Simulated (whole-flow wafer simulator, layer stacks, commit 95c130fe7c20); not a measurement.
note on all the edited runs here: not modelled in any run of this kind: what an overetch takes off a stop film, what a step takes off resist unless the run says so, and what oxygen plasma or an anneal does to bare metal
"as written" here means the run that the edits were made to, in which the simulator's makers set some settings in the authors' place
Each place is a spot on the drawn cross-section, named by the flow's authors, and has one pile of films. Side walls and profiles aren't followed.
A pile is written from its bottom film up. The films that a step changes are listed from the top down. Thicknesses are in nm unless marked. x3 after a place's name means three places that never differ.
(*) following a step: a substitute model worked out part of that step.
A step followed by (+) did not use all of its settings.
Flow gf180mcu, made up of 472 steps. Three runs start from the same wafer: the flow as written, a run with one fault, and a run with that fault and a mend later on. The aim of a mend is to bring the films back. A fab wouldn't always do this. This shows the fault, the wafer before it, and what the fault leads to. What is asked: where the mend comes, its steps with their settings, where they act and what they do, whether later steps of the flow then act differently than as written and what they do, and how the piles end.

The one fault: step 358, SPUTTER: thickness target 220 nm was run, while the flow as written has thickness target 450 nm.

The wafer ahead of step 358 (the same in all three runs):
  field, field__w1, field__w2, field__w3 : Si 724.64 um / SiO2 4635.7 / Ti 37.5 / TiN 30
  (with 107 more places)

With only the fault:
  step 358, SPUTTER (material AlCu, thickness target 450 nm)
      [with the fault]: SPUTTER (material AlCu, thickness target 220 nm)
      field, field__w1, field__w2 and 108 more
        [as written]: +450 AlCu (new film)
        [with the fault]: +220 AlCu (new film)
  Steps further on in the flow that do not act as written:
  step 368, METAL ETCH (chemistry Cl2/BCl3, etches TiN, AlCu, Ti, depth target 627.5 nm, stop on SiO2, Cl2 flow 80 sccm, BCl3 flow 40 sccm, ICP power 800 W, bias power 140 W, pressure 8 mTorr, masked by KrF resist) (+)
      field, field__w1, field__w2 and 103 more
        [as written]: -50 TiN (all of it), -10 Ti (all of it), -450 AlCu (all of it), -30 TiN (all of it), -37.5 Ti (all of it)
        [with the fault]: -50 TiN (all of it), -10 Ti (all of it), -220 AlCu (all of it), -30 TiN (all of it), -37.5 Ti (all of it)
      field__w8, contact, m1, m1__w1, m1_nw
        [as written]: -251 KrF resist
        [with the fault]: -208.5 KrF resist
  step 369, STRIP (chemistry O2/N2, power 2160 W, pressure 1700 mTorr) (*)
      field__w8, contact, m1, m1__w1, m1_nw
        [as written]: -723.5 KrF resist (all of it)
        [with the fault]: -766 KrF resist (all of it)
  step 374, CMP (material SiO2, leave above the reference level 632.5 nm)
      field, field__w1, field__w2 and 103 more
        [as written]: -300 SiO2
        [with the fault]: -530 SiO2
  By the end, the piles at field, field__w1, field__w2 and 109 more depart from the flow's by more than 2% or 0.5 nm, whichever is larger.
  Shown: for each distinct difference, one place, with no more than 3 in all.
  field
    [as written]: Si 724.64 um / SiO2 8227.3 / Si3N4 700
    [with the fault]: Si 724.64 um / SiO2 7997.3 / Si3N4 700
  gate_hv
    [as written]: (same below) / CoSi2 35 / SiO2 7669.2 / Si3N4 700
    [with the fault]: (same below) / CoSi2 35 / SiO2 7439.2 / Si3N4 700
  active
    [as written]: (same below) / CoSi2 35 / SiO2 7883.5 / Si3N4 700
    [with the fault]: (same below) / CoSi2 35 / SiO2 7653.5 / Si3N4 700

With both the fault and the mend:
  The mend follows step 358.
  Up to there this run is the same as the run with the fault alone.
  step 358a, SPUTTER (material AlCu, thickness target 230 nm) (the flow's step 358 again, with other settings)
      field, field__w1, field__w2 and 108 more
        +230 AlCu
  None of the later steps of the flow acts differently than as written at any place that is followed.
  By the end, the piles equal the flow's at every place that both follow.
